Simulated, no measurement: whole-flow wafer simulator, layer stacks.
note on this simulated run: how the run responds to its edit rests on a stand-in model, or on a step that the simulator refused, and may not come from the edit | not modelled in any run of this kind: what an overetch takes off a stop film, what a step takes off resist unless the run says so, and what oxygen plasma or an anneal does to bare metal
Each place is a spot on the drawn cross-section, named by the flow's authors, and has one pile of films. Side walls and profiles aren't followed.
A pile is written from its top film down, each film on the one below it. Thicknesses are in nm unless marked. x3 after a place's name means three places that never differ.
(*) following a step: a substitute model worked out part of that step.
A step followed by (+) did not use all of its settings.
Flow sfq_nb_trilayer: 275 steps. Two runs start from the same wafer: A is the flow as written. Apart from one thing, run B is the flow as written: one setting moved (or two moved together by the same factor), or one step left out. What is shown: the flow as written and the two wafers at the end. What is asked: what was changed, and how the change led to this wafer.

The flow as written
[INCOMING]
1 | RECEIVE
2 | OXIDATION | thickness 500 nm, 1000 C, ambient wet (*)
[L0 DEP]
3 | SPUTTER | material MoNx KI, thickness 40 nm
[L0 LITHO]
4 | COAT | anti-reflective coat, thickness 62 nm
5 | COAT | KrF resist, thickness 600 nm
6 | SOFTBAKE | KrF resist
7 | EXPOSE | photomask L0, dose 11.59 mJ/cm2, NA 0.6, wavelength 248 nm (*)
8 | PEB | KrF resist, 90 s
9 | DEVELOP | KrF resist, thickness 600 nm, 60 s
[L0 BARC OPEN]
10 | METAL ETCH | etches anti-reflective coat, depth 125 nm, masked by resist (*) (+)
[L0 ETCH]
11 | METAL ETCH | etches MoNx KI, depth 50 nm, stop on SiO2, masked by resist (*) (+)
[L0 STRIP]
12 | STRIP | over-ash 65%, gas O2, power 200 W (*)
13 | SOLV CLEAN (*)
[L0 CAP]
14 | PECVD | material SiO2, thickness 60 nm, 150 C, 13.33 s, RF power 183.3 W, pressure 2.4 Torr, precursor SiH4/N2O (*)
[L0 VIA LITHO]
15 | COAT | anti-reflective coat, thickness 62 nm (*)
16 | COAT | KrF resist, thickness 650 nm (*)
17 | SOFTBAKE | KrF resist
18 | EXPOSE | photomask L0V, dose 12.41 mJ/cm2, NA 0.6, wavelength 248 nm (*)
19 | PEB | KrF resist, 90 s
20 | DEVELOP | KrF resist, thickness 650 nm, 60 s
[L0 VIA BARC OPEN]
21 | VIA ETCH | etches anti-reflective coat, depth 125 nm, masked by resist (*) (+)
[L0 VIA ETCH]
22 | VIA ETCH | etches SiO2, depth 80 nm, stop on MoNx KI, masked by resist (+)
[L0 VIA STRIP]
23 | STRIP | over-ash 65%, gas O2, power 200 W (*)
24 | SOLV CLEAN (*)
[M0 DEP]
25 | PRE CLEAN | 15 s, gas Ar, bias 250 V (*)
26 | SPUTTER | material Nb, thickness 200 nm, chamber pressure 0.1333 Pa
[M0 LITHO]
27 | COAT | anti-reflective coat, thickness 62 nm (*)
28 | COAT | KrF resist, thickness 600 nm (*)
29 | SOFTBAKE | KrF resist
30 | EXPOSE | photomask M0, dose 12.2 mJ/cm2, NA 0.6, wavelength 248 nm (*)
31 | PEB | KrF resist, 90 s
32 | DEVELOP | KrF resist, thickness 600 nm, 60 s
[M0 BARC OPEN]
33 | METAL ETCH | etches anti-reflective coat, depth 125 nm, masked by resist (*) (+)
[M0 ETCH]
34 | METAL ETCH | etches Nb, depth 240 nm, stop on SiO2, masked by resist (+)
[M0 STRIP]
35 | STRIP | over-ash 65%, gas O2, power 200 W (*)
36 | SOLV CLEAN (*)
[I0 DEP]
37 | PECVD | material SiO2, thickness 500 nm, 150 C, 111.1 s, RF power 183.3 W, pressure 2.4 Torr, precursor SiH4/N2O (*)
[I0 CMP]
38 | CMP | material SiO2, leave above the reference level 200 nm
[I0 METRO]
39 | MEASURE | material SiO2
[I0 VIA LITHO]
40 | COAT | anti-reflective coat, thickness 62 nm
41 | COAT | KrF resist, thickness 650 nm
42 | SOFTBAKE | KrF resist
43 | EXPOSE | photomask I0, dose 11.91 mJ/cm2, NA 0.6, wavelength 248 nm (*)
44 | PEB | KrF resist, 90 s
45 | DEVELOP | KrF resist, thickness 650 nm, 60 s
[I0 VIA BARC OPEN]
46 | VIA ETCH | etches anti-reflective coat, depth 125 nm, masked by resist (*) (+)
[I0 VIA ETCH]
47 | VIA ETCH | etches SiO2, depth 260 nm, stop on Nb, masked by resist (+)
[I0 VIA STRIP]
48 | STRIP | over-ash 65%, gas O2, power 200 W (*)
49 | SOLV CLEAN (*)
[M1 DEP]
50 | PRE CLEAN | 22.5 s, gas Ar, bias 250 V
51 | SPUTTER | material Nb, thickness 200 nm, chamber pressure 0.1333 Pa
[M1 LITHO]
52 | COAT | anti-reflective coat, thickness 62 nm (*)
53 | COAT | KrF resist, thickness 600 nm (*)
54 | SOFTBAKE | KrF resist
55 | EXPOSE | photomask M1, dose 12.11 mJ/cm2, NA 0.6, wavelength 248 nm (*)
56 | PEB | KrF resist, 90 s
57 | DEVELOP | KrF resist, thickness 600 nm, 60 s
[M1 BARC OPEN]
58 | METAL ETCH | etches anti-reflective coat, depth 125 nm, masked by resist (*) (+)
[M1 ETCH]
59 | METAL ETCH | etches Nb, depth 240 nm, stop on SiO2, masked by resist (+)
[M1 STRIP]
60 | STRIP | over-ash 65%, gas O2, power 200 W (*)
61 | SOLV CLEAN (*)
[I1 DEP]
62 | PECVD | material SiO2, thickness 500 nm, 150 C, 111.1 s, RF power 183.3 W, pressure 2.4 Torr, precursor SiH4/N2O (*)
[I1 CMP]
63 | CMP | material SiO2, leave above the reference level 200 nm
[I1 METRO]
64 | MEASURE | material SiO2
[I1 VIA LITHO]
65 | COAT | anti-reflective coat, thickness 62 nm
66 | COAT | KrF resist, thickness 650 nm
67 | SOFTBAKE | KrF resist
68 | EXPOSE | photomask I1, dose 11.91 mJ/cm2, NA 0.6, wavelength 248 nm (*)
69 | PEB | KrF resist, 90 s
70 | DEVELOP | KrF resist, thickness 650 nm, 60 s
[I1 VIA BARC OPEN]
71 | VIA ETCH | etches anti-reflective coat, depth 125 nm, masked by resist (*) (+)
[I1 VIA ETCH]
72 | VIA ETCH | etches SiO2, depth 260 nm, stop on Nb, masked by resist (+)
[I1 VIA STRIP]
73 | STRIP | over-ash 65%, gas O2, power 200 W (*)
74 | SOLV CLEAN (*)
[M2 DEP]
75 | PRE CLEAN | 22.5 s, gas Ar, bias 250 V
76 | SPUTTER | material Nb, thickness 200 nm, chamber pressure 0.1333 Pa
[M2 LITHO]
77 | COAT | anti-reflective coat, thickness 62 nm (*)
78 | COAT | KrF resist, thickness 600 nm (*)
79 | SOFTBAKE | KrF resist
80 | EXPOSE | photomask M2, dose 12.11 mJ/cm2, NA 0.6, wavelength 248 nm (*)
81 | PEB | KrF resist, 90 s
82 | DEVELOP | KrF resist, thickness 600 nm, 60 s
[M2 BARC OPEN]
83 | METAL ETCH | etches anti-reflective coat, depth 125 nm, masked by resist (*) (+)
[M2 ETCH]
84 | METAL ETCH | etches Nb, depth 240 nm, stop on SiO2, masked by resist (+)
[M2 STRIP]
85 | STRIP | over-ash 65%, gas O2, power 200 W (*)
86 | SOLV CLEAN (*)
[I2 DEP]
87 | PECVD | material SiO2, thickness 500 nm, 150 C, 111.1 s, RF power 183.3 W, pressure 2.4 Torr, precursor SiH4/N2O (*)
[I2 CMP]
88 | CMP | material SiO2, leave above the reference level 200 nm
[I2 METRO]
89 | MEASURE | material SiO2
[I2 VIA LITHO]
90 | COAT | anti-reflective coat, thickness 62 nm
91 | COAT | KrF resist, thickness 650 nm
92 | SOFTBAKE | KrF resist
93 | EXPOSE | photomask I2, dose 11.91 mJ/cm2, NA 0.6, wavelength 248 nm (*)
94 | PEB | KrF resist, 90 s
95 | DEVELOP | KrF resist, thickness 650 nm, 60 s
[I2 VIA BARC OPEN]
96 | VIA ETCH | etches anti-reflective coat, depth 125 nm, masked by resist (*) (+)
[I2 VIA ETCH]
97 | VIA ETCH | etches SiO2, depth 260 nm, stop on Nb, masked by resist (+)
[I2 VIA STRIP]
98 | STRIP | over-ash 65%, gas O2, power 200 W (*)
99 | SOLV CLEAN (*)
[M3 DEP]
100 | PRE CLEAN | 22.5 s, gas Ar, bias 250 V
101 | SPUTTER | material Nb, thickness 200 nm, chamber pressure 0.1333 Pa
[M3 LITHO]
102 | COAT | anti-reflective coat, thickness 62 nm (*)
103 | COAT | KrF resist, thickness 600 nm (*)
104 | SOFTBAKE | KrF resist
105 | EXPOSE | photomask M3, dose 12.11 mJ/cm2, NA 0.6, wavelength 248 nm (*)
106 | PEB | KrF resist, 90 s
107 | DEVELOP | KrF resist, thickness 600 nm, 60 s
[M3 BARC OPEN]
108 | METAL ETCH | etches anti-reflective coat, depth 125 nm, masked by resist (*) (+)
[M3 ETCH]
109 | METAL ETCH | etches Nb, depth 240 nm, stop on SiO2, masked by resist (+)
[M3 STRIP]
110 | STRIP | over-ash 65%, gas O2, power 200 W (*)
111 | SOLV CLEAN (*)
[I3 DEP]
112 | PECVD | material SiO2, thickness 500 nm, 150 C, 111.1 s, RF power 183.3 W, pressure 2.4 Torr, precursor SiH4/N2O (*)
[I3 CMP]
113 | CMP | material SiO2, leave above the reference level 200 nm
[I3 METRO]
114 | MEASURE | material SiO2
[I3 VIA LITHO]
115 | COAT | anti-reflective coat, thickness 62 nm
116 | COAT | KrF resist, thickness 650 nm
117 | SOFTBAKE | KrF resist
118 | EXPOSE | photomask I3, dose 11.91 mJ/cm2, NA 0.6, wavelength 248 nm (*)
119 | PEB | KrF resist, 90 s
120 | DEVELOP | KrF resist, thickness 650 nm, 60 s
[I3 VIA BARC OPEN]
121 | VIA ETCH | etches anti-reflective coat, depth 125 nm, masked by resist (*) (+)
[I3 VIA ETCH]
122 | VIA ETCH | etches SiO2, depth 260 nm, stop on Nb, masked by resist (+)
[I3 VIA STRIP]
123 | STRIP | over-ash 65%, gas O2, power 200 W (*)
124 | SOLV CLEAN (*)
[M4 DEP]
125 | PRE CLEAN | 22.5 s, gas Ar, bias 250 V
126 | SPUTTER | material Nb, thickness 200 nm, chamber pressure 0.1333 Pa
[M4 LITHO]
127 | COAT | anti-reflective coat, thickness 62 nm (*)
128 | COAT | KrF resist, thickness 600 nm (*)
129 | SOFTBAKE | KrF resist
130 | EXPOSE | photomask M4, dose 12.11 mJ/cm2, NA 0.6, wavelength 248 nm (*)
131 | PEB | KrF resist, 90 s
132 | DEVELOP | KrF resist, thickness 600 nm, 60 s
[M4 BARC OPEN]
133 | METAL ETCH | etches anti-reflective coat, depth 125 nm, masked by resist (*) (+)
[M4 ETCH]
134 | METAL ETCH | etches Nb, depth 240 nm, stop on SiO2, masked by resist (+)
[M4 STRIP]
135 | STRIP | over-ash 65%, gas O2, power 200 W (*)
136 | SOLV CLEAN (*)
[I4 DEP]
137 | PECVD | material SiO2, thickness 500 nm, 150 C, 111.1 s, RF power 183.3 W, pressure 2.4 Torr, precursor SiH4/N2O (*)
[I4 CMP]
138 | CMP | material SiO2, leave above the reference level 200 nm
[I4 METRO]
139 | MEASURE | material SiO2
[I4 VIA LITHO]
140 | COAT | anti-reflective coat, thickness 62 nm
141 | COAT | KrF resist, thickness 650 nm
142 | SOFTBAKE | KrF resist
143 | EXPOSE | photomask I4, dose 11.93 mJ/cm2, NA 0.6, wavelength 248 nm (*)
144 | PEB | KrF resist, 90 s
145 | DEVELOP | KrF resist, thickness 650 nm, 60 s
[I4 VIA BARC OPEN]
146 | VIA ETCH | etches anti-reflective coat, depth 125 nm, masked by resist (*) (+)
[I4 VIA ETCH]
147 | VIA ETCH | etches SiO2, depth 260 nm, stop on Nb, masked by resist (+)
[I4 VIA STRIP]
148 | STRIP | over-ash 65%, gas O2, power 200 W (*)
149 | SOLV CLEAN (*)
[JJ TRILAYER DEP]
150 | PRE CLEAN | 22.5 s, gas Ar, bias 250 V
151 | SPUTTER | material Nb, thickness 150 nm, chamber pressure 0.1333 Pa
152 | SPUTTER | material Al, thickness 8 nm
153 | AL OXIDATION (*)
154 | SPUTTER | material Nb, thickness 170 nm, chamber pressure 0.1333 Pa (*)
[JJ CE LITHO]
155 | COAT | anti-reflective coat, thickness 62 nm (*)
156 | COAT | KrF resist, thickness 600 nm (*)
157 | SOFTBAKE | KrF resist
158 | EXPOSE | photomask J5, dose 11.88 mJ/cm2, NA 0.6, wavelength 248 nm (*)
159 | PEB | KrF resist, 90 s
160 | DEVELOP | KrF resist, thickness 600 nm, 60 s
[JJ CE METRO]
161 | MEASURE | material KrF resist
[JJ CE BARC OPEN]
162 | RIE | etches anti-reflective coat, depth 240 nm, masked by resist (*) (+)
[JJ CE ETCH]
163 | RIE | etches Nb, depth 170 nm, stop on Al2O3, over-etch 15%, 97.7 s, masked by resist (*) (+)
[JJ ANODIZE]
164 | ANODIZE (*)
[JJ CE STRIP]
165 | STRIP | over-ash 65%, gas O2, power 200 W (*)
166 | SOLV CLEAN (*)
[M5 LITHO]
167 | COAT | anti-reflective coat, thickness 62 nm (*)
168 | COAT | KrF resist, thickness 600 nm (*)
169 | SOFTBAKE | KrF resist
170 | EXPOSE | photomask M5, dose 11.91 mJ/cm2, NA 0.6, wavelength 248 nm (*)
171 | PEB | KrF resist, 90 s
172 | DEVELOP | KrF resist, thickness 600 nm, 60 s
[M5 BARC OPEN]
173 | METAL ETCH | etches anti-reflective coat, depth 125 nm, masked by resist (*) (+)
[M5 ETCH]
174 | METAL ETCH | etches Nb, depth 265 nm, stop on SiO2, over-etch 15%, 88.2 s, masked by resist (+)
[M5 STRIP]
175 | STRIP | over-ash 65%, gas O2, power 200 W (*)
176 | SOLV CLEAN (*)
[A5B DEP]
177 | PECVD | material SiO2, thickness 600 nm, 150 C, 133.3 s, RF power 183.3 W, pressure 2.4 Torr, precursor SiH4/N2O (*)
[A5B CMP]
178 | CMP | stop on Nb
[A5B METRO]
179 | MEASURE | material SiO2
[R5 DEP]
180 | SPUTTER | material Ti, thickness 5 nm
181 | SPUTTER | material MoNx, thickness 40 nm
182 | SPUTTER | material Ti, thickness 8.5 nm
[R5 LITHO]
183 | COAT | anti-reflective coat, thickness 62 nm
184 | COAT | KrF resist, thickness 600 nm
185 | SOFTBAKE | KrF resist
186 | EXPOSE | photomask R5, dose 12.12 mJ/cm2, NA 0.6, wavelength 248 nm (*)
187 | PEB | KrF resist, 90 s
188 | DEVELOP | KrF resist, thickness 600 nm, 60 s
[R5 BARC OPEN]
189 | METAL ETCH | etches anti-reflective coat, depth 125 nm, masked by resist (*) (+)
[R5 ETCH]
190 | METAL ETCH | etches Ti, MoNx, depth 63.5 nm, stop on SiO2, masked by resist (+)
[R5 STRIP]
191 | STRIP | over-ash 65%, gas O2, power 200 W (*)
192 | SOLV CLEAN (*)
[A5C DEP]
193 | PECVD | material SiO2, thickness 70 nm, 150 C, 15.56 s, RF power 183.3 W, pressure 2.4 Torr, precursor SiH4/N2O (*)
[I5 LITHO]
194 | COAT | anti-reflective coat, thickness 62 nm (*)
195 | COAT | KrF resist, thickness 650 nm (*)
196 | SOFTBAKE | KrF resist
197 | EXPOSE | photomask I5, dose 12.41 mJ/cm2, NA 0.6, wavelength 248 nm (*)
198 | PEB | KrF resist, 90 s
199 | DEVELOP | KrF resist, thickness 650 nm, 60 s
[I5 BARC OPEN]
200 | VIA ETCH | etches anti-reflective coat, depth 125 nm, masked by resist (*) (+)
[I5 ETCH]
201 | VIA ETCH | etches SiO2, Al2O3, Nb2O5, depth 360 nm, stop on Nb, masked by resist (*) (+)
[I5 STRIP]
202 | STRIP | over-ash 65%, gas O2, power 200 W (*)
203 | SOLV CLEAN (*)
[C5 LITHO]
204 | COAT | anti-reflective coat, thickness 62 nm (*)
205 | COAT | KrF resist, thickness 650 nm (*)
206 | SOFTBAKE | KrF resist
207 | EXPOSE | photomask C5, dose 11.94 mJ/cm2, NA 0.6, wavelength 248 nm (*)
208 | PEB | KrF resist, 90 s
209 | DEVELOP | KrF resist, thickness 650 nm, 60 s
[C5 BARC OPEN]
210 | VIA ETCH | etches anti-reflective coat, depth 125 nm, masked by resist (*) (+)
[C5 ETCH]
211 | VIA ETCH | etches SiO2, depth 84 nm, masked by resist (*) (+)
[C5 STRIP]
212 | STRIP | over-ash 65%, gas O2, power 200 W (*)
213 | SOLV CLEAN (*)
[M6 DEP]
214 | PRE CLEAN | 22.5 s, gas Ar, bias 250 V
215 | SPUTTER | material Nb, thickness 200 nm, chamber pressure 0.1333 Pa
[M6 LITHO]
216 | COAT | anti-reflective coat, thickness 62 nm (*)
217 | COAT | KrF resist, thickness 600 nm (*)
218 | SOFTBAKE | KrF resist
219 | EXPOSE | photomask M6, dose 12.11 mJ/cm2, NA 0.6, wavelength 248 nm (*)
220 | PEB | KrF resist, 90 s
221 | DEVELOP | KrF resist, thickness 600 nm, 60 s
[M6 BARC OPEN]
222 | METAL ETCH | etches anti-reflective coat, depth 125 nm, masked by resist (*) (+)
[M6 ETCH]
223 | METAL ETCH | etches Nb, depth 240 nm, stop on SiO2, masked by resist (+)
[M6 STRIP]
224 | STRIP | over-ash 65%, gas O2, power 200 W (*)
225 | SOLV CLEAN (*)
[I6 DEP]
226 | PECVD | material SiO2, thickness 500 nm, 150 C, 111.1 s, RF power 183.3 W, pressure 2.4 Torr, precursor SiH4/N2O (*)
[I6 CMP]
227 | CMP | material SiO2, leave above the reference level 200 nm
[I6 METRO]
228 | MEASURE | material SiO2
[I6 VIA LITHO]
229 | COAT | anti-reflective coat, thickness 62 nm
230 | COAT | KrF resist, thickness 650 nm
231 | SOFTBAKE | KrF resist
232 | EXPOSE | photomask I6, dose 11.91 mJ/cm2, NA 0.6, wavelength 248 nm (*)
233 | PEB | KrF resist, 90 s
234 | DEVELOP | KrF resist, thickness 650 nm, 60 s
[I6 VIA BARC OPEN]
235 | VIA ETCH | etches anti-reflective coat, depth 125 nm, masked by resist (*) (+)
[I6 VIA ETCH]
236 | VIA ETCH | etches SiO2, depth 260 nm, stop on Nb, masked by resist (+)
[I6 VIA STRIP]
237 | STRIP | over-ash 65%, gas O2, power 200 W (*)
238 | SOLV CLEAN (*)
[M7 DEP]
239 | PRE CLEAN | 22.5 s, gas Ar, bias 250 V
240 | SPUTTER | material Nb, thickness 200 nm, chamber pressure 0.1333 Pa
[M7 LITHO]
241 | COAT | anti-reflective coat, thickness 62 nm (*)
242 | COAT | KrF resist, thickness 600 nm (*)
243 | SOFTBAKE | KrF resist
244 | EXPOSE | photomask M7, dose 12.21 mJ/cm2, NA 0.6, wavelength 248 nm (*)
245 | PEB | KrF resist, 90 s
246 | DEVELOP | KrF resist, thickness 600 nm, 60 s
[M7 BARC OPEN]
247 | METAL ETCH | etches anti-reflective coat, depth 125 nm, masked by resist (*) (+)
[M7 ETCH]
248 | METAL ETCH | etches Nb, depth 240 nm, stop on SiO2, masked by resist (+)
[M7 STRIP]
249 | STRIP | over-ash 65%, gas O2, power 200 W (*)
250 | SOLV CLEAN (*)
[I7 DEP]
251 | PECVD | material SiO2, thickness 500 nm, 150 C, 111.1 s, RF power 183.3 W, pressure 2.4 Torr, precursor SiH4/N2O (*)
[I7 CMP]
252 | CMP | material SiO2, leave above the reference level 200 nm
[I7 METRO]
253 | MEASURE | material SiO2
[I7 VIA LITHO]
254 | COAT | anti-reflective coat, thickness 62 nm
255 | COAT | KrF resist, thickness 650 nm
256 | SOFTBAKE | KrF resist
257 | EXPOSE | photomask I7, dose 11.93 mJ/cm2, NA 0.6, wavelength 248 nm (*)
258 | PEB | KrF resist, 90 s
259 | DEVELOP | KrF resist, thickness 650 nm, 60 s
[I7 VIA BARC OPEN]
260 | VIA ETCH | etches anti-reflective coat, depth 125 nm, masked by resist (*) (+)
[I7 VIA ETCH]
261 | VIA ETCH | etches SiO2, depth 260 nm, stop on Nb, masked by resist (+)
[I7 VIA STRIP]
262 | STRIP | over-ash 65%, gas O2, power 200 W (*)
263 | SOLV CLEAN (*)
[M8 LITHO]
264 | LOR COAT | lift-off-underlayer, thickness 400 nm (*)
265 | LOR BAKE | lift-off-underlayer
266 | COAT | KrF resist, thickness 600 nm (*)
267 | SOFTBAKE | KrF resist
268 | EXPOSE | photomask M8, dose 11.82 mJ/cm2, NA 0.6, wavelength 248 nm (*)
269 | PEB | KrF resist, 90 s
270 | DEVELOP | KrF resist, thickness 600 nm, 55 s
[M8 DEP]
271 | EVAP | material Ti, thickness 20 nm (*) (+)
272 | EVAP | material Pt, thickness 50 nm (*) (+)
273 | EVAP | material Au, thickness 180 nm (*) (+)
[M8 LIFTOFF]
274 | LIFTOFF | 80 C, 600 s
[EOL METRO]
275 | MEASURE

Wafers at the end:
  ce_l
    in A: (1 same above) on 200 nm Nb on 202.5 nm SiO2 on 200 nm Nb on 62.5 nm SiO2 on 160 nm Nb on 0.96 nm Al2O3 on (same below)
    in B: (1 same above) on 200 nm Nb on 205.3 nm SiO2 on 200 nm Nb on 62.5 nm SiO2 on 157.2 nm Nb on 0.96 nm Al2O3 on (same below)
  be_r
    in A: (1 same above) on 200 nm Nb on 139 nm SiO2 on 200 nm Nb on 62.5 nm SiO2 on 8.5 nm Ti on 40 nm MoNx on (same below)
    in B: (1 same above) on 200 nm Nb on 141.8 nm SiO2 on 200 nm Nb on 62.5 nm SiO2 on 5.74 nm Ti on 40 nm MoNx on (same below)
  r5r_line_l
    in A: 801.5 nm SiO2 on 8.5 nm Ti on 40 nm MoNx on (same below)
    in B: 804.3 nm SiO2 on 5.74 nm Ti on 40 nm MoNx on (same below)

What caused this: step 182, SPUTTER: thickness 5.74 nm was run, while the flow as written has thickness 8.5 nm.
One can read it off the wafer: be_r has Ti 5.74, and step 182 as written asks for 8.5 nm.

Step by step, how the change led to this:
  182 | SPUTTER | material Ti, thickness 8.5 nm
      field_l, v_sur, via_wl and 103 more: A +8.5 Ti (new film) | B +5.74 Ti (new film)
  190 | METAL ETCH | etches Ti, MoNx, depth 63.5 nm, stop on SiO2, masked by resist (+)
      field_l, v_sur, via_wl and 92 more: A -8.5 Ti (all of it), -40 MoNx (all of it), -5 Ti (all of it) | B -5.74 Ti (all of it), -40 MoNx (all of it), -5 Ti (all of it)
      ce_l, c5j, ce_r, wl_jj: A -8.5 Ti (all of it), -40 MoNx (all of it), -5 Ti (all of it), -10 Nb | B -5.74 Ti (all of it), -40 MoNx (all of it), -5 Ti (all of it), -12.8 Nb
